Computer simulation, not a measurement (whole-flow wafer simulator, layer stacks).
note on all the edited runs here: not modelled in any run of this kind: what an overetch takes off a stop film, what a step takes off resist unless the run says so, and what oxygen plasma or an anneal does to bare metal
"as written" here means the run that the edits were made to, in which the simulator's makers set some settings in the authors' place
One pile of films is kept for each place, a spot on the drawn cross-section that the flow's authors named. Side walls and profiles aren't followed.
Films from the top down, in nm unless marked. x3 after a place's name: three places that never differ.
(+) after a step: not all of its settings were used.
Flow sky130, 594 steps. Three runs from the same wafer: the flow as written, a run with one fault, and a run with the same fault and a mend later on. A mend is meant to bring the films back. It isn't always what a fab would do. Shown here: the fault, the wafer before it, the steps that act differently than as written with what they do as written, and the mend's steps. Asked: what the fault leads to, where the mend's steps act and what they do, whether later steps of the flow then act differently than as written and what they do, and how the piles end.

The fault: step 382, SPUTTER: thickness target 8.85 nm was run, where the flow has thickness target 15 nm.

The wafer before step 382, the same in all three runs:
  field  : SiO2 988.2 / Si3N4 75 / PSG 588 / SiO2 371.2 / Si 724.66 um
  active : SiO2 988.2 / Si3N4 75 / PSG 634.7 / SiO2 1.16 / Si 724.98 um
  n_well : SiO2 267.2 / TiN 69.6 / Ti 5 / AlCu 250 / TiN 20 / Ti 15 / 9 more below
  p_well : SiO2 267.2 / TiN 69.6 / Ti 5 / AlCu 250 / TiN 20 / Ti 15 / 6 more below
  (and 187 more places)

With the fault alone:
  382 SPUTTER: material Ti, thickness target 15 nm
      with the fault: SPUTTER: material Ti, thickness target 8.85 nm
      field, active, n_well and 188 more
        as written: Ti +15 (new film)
        with the fault: Ti +8.85 (new film)
  Later steps of the flow that act differently than as written (11 more steps differ only slightly, by at most 2% or 0.5 nm, whichever is larger, and aren't shown):
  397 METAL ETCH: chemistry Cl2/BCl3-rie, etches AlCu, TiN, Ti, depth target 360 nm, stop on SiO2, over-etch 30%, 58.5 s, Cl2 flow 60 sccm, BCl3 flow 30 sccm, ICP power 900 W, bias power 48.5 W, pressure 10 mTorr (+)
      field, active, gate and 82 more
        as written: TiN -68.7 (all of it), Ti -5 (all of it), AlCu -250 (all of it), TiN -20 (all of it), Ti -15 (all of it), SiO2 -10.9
        with the fault: TiN -68.7 (all of it), Ti -5 (all of it), AlCu -250 (all of it), TiN -20 (all of it), Ti -8.85 (all of it), SiO2 -11.5
  At the end the piles differ from the flow's by more than 2% or 0.5 nm, whichever is larger, at n_well, p_well, gate_hv and 103 more.
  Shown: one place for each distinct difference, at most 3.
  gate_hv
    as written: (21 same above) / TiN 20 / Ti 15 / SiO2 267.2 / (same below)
    with the fault: (21 same above) / TiN 20 / Ti 8.85 / SiO2 267.2 / (same below)
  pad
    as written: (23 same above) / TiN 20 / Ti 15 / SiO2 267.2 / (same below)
    with the fault: (23 same above) / TiN 20 / Ti 8.85 / SiO2 267.2 / (same below)
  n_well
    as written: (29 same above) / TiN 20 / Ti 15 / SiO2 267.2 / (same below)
    with the fault: (29 same above) / TiN 20 / Ti 8.85 / SiO2 267.2 / (same below)

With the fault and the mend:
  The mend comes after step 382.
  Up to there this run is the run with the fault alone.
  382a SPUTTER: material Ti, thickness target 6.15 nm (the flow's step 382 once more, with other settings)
      field, active, n_well and 188 more
        Ti +6.15
  No later step of the flow acts differently than as written at any place that is followed.
  At the end the piles are the same as the flow's at every place that both follow.
